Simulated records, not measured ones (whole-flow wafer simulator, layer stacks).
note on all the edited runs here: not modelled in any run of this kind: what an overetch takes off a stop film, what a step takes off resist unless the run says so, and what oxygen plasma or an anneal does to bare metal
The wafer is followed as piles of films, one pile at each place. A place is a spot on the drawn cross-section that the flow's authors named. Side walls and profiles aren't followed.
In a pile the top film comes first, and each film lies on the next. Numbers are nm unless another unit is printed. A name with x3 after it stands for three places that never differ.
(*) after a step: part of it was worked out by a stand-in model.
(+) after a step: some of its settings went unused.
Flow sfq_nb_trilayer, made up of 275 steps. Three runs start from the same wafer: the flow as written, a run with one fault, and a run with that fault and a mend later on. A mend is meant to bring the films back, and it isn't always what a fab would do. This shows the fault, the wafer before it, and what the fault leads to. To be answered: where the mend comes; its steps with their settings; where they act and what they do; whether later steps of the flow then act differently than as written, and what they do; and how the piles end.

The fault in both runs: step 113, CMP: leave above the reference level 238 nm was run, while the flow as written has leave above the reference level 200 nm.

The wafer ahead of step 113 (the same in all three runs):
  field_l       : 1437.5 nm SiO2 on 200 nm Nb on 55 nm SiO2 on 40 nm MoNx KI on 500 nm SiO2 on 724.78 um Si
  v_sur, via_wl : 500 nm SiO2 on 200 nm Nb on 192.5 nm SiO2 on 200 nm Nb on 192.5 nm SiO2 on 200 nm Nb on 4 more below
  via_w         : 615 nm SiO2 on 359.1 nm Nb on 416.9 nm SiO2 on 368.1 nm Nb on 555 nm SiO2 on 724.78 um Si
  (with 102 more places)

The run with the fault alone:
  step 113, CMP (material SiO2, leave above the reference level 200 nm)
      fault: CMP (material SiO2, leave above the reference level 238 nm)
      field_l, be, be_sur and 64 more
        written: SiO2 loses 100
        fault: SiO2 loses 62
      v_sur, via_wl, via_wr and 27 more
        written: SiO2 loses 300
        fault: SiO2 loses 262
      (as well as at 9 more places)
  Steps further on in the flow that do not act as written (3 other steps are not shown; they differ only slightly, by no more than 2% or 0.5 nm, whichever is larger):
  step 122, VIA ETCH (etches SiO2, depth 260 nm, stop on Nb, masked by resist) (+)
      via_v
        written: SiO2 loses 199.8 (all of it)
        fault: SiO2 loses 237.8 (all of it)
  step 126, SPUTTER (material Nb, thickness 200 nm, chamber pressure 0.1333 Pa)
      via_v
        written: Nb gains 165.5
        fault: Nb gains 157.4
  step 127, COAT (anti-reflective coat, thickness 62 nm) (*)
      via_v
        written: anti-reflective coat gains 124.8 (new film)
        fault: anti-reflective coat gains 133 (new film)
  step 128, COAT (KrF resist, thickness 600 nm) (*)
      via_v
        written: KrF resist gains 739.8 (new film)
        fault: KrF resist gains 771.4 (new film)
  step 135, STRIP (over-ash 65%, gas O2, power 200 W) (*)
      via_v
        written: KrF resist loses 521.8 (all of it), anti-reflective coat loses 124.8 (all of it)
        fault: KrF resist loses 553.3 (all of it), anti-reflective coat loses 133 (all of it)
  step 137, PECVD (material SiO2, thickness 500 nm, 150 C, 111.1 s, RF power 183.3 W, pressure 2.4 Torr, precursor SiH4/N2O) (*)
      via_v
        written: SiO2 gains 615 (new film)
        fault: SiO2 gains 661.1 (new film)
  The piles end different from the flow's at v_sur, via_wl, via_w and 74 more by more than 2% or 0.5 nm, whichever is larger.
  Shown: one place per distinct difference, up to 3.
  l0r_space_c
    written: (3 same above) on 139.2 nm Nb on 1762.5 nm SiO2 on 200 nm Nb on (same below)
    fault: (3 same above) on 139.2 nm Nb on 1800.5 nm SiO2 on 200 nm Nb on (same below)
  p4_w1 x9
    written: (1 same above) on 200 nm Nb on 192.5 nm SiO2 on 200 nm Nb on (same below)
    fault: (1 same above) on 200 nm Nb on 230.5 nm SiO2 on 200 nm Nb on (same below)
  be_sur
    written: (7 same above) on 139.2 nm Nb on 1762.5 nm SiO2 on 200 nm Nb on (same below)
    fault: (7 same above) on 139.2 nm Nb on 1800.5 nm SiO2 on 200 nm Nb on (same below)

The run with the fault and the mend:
  The mend follows step 120.
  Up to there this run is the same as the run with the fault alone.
  step 120a, STRIP (over-ash 65%, gas O2, power 200 W) (*)
      field_l, v_sur, via_wl and 102 more
        KrF resist loses 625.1 (all of it), anti-reflective coat loses 62 (all of it)
      via_v
        anti-reflective coat loses 62 (all of it)
  step 120b, CMP (material SiO2, leave above the reference level 200 nm) (the flow's step 113 again)
      field_l, v_sur, via_wl and 103 more
        SiO2 loses 38
  step 120c, COAT (anti-reflective coat, thickness 62 nm) (the flow's step 115 again)
      field_l, v_sur, via_wl and 103 more
        anti-reflective coat gains 62 (new film)
  step 120d, COAT (KrF resist, thickness 650 nm) (the flow's step 116 again)
      field_l, v_sur, via_wl and 103 more
        KrF resist gains 650 (new film)
  step 120e, SOFTBAKE (KrF resist) (the flow's step 117 again)
      alters no film at any place that is followed
  step 120f, EXPOSE (photomask I3, dose 11.91 mJ/cm2, NA 0.6, wavelength 248 nm) (*) (the flow's step 118 again)
      alters no film at any place that is followed
  step 120g, PEB (KrF resist, 90 s) (the flow's step 119 again)
      field_l, v_sur, via_wl and 103 more
        KrF resist loses 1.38
  step 120h, DEVELOP (KrF resist, thickness 650 nm, 60 s) (the flow's step 120 again)
      field_l, v_sur, via_wl and 102 more
        KrF resist loses 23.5
      via_v
        KrF resist loses 648.6 (all of it)
  None of the later steps of the flow acts differently than as written at any place that is followed.
  The piles end the same as the flow's at every place that both follow.
